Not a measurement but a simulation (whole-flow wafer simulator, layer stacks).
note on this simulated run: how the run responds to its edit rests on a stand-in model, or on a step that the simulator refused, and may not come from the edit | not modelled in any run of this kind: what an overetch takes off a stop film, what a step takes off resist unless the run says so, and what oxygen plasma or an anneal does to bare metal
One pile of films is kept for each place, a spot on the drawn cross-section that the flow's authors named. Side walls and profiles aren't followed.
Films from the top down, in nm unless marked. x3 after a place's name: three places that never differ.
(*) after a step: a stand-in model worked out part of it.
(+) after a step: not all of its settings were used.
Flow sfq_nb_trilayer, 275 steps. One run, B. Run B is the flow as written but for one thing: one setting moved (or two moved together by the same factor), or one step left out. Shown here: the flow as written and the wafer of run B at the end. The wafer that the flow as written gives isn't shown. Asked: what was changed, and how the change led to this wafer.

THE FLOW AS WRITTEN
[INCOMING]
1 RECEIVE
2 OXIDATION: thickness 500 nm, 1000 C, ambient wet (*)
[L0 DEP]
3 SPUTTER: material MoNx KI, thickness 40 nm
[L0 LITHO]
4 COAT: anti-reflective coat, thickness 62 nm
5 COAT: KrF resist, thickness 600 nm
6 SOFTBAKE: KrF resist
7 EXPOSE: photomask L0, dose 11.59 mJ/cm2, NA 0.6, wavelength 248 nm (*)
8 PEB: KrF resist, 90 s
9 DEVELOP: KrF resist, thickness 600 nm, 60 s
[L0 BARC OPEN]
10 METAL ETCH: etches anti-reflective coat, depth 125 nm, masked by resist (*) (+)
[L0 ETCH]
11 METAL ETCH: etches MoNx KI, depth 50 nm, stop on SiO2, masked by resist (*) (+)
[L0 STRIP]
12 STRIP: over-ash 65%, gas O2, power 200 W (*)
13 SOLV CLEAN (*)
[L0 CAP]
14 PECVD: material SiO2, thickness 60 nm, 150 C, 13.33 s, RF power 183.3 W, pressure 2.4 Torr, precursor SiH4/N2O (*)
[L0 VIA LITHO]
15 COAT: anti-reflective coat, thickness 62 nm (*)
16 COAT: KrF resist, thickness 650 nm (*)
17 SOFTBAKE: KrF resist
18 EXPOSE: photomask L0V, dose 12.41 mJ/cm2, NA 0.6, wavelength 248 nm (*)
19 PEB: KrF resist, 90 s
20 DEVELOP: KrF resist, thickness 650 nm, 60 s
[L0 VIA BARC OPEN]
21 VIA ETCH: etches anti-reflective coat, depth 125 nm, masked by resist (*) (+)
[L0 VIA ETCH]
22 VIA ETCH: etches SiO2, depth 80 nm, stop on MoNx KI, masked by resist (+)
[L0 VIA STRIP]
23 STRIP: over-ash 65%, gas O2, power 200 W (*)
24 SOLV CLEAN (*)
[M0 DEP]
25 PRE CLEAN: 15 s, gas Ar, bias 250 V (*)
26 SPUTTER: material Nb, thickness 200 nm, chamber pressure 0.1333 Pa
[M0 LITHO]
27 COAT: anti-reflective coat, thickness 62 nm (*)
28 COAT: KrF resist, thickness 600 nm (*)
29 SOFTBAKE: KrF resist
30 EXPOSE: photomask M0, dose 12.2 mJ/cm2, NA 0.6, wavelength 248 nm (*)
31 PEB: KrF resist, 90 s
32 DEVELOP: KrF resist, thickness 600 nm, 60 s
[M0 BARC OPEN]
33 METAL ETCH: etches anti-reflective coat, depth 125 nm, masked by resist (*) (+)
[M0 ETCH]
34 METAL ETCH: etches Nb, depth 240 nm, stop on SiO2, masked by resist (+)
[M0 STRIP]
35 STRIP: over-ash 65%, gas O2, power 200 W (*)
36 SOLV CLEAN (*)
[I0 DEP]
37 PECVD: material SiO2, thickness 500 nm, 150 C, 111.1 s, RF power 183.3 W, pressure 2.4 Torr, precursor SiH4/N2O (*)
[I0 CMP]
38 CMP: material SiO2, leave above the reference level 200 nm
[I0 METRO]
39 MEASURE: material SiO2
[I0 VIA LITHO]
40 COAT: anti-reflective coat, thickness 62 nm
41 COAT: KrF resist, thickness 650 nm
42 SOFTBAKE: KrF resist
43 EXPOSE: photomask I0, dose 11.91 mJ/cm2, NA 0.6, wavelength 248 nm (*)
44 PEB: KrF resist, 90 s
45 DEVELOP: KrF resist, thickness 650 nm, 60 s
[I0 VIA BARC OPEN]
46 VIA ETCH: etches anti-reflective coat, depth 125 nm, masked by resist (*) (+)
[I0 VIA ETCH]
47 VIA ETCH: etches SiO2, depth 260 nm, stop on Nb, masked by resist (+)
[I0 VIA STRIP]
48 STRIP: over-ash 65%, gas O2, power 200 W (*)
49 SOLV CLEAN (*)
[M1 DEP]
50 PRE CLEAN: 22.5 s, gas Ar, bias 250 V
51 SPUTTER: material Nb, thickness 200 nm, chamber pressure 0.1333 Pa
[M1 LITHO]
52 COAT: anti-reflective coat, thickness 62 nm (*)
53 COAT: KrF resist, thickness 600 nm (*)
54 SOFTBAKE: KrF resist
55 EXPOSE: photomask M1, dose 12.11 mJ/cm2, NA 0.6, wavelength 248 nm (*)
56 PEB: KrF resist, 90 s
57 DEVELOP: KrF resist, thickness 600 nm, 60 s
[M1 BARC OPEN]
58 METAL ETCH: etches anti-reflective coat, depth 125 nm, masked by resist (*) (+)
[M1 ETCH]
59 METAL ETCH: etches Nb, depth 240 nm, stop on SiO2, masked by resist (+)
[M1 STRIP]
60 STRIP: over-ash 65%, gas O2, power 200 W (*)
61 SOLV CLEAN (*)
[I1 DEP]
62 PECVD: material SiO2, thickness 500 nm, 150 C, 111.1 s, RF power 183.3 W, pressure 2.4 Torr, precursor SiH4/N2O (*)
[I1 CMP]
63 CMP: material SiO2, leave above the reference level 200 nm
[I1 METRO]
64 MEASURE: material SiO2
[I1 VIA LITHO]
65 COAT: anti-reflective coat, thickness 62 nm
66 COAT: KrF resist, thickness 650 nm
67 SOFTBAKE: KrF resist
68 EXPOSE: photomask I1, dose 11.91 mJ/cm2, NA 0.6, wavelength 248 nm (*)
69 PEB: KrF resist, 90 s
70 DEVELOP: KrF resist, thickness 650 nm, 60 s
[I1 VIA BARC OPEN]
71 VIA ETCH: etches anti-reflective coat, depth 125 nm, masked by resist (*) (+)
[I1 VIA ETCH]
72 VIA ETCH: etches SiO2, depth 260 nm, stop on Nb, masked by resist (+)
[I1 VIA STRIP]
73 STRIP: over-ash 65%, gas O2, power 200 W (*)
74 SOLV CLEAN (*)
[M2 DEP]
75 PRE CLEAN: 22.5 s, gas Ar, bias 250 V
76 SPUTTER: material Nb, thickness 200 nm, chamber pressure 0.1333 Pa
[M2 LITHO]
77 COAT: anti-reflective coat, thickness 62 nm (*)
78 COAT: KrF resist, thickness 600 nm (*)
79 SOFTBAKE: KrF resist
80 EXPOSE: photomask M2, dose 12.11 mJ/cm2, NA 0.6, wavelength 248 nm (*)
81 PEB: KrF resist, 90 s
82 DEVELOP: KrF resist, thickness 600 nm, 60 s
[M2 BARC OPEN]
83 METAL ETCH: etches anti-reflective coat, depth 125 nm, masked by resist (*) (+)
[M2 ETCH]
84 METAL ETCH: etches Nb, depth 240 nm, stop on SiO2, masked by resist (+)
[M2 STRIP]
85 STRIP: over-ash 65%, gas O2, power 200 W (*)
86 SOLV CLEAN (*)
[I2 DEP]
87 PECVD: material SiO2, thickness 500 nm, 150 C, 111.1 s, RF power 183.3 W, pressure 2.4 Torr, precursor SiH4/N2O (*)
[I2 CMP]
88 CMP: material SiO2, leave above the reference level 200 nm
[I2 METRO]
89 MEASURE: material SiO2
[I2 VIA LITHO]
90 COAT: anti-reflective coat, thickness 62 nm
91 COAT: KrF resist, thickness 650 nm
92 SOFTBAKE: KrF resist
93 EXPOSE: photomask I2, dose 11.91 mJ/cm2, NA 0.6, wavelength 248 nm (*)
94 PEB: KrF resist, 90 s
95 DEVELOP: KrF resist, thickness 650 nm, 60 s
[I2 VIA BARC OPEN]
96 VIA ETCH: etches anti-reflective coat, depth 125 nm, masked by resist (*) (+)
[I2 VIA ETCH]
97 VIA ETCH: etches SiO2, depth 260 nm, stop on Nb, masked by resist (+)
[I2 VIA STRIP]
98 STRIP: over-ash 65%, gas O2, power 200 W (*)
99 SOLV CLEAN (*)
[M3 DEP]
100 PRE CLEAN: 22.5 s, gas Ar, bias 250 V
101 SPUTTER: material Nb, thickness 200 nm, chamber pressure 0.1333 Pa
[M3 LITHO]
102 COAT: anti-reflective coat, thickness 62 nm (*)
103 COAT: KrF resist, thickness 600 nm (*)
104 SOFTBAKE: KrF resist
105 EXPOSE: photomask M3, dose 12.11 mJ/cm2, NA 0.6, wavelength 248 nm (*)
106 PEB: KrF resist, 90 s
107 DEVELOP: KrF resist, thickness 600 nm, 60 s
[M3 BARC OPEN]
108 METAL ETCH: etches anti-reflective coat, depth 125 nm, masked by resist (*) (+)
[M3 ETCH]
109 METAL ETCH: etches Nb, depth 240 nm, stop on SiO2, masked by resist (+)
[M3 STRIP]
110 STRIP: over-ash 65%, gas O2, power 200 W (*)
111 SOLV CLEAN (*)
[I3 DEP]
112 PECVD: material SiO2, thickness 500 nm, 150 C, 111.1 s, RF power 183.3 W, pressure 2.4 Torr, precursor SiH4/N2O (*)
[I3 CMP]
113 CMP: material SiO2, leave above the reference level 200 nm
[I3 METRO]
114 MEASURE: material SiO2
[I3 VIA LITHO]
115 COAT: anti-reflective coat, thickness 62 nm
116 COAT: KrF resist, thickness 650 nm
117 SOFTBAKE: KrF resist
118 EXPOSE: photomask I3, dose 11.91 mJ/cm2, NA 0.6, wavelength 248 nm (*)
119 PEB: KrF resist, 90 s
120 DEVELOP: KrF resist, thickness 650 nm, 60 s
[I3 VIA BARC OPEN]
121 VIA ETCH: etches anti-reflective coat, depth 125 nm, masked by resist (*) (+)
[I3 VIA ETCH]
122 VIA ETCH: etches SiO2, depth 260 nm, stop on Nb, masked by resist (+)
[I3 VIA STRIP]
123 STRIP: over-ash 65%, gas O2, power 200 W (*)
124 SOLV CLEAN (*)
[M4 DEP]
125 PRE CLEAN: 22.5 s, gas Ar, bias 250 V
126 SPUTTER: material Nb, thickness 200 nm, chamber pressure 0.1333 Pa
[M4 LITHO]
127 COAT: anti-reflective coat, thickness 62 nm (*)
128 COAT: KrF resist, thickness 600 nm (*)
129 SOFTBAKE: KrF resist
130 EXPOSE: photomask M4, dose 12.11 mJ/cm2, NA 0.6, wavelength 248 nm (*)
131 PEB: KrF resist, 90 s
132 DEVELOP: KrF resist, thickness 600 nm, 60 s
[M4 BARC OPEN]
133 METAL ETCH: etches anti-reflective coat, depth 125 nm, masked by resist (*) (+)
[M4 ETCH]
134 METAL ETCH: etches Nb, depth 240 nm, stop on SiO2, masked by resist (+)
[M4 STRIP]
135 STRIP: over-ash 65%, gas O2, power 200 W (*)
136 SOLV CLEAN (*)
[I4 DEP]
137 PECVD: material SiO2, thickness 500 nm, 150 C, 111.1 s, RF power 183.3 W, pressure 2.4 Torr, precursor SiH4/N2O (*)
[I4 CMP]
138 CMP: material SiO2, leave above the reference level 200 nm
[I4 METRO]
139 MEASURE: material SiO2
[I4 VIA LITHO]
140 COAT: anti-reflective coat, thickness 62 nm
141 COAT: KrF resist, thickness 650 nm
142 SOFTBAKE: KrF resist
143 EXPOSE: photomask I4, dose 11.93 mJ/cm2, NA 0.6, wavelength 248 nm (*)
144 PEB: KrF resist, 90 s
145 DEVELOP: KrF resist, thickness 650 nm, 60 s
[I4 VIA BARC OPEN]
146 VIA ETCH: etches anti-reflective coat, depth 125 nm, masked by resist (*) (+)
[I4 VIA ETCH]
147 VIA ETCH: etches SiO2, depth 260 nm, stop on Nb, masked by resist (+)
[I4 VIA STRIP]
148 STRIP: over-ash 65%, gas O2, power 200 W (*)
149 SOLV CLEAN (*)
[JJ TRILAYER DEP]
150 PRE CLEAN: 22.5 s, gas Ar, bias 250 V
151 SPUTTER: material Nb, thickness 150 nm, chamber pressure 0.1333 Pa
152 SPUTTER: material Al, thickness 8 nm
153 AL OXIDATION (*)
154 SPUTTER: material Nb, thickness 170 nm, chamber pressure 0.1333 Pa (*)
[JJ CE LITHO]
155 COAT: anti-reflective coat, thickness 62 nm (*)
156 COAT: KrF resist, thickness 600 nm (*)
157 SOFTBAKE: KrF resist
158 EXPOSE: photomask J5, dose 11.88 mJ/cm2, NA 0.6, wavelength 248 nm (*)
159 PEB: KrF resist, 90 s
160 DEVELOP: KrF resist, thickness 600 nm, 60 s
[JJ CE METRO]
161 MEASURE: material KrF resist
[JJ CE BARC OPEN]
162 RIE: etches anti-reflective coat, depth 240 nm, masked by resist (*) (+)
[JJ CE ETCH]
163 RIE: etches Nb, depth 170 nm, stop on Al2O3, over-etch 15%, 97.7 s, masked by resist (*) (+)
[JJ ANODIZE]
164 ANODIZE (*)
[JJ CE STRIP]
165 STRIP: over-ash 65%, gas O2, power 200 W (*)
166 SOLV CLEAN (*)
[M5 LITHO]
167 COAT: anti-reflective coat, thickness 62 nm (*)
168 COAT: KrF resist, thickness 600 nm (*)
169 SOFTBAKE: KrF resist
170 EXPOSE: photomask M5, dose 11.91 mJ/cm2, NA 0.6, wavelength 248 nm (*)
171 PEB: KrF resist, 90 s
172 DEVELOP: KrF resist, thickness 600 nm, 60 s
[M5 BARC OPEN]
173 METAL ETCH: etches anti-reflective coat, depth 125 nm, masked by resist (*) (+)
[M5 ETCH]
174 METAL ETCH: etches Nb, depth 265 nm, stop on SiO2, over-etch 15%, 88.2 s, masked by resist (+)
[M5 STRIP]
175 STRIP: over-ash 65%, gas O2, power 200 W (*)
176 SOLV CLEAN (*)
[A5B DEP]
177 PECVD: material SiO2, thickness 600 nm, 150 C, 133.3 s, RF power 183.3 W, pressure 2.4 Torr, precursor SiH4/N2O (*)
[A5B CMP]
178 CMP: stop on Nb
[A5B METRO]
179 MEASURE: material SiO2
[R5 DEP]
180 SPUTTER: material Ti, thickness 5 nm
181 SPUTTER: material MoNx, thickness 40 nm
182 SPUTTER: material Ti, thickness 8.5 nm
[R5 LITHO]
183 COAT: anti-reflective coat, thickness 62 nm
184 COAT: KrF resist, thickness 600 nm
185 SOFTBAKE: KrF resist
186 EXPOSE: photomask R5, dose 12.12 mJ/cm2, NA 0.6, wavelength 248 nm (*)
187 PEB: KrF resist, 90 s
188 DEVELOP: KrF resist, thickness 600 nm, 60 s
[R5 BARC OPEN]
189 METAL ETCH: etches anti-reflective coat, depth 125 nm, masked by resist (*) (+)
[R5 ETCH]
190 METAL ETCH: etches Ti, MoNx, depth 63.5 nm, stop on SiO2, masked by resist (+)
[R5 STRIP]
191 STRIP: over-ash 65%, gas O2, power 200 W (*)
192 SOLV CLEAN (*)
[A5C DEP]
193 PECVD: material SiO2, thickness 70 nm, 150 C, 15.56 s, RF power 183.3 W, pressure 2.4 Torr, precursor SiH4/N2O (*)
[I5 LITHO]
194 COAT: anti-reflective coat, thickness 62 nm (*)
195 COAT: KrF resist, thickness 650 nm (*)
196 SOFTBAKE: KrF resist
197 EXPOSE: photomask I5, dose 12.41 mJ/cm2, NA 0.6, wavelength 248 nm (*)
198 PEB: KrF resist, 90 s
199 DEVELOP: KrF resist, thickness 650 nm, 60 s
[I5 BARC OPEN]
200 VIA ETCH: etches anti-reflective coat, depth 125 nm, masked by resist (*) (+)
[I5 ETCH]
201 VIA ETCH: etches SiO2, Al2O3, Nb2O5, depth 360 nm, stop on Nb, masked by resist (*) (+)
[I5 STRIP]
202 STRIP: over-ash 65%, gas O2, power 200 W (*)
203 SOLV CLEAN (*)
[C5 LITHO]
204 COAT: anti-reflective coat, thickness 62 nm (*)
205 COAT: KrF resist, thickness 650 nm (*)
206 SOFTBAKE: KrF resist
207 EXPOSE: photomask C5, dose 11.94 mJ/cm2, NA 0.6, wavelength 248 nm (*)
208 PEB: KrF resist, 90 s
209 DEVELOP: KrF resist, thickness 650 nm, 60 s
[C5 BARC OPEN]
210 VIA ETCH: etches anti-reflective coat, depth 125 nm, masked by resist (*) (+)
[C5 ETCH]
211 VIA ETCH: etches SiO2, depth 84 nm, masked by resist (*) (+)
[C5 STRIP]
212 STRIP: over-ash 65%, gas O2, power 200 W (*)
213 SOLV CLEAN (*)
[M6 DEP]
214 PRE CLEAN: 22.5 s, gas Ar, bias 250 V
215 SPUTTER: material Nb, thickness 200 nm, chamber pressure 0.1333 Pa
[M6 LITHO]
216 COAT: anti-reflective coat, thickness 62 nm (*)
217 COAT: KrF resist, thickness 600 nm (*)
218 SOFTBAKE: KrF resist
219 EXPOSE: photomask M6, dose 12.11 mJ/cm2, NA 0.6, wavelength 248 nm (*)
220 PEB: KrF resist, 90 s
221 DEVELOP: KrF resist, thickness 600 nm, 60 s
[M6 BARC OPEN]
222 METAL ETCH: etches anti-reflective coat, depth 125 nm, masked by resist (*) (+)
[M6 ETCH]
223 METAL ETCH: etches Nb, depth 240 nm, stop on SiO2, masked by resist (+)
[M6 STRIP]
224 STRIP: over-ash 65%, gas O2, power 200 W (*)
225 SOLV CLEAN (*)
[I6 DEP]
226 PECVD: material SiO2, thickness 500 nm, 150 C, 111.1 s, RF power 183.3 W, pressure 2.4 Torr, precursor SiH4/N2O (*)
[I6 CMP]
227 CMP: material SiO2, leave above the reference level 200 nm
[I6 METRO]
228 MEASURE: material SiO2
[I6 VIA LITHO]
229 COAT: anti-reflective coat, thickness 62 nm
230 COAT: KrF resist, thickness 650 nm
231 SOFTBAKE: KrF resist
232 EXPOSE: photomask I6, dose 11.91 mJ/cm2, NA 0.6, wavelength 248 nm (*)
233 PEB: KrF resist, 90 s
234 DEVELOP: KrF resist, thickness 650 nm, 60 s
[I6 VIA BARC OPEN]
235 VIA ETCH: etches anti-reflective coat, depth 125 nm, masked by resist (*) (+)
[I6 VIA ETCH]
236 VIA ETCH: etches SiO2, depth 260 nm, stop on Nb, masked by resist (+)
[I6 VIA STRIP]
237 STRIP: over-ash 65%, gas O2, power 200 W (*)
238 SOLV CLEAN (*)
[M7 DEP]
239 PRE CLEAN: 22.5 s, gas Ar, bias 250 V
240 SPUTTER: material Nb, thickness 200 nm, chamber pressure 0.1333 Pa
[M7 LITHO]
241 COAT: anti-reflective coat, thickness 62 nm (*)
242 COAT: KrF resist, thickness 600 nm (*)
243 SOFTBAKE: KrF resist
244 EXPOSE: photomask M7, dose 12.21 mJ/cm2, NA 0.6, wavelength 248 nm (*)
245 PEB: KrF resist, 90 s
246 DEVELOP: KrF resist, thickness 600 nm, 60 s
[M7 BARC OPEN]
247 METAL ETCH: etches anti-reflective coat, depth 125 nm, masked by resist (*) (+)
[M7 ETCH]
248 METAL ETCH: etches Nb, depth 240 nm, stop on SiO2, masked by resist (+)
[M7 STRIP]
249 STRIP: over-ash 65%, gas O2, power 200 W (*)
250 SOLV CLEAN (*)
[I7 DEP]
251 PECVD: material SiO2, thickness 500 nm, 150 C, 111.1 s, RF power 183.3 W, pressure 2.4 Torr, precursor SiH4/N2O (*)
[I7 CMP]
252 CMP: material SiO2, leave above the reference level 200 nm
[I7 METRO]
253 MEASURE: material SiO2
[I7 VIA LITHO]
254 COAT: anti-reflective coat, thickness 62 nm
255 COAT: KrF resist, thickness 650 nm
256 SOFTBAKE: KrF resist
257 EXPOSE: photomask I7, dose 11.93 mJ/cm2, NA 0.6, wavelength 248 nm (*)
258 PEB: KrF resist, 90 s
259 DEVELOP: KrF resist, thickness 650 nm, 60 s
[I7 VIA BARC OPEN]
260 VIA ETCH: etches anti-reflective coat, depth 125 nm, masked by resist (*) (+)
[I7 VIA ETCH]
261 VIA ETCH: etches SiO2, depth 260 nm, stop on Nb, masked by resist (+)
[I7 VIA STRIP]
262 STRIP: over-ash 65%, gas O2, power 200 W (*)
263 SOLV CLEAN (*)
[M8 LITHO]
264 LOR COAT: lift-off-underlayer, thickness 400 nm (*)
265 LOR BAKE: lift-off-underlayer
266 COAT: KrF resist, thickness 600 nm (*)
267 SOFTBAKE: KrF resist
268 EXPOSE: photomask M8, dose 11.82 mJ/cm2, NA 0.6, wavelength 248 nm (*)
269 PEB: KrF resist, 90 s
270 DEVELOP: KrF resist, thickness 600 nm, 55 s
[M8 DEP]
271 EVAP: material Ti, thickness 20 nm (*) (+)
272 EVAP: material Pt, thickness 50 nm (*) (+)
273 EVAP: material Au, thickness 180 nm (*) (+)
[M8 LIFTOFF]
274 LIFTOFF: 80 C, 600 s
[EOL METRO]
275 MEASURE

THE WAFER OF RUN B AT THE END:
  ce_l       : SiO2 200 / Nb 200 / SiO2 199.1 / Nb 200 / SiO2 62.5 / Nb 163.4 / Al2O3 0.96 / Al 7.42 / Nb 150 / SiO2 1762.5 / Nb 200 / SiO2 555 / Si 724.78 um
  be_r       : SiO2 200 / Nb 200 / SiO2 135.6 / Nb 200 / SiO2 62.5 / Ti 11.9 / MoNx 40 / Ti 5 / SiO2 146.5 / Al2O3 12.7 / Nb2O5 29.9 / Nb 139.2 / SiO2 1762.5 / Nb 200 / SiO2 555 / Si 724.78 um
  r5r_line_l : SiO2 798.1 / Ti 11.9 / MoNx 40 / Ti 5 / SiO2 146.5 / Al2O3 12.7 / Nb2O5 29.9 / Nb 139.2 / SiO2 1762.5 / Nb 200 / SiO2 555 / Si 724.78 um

The cause: step 182, SPUTTER: thickness 11.9 nm was run, where the flow has thickness 8.5 nm.
It can be read off the wafer: be_r has Ti 11.9, and step 182 as written asks for 8.5 nm.

How the change led to this, step by step:
  182 SPUTTER: material Ti, thickness 8.5 nm
      field_l, v_sur, via_wl and 103 more: Ti +11.9 (new film) (as written it would be: Ti +8.5 (new film))
  190 METAL ETCH: etches Ti, MoNx, depth 63.5 nm, stop on SiO2, masked by resist (+)
      field_l, v_sur, via_wl and 92 more: Ti -11.9 (all of it), MoNx -40 (all of it), Ti -5 (all of it) (as written it would be: Ti -8.5 (all of it), MoNx -40 (all of it), Ti -5 (all of it))
      ce_l, c5j, ce_r, wl_jj: Ti -11.9 (all of it), MoNx -40 (all of it), Ti -5 (all of it), Nb -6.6 (as written it would be: Ti -8.5 (all of it), MoNx -40 (all of it), Ti -5 (all of it), Nb -10)
  194 COAT: anti-reflective coat, thickness 62 nm (*)
      ce_l: anti-reflective coat +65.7 (new film) (as written it would be: anti-reflective coat +67.2 (new film))
      ce_r: anti-reflective coat +66.4 (new film) (as written it would be: anti-reflective coat +68.1 (new film))
  202 STRIP: over-ash 65%, gas O2, power 200 W (*)
      ce_l: KrF resist -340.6 (all of it), anti-reflective coat -65.7 (all of it) (as written it would be: KrF resist -341.5 (all of it), anti-reflective coat -67.2 (all of it))
      ce_r: KrF resist -345.6 (all of it), anti-reflective coat -66.4 (all of it) (as written it would be: KrF resist -346.1 (all of it), anti-reflective coat -68.1 (all of it))
  204 COAT: anti-reflective coat, thickness 62 nm (*)
      ce_l: anti-reflective coat +64.5 (new film) (as written it would be: anti-reflective coat +66 (new film))
      ce_r: anti-reflective coat +65.5 (new film) (as written it would be: anti-reflective coat +67.2 (new film))
  212 STRIP: over-ash 65%, gas O2, power 200 W (*)
      ce_l: KrF resist -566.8 (all of it), anti-reflective coat -64.5 (all of it) (as written it would be: KrF resist -567.4 (all of it), anti-reflective coat -66 (all of it))
      ce_r: KrF resist -573.6 (all of it), anti-reflective coat -65.5 (all of it) (as written it would be: KrF resist -573.7 (all of it), anti-reflective coat -67.2 (all of it))
  216 COAT: anti-reflective coat, thickness 62 nm (*)
      ce_l: anti-reflective coat +47 (new film) (as written it would be: anti-reflective coat +48 (new film))
      ce_r: anti-reflective coat +47.7 (new film) (as written it would be: anti-reflective coat +48.8 (new film))
      (and at 1 more place)
  224 STRIP: over-ash 65%, gas O2, power 200 W (*)
      ce_l: KrF resist -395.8 (all of it), anti-reflective coat -47 (all of it) (as written it would be: KrF resist -397.1 (all of it), anti-reflective coat -48 (all of it))
      ce_r: KrF resist -402.6 (all of it), anti-reflective coat -47.7 (all of it) (as written it would be: KrF resist -403.5 (all of it), anti-reflective coat -48.8 (all of it))
      (and at 1 more place)
  227 CMP: material SiO2, leave above the reference level 200 nm
      r5r_line_l, r5r_spacepad_l, r5r_spacepad_r, r5r_line_c, r5r_line_r: SiO2 -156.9 (as written it would be: SiO2 -153.5)
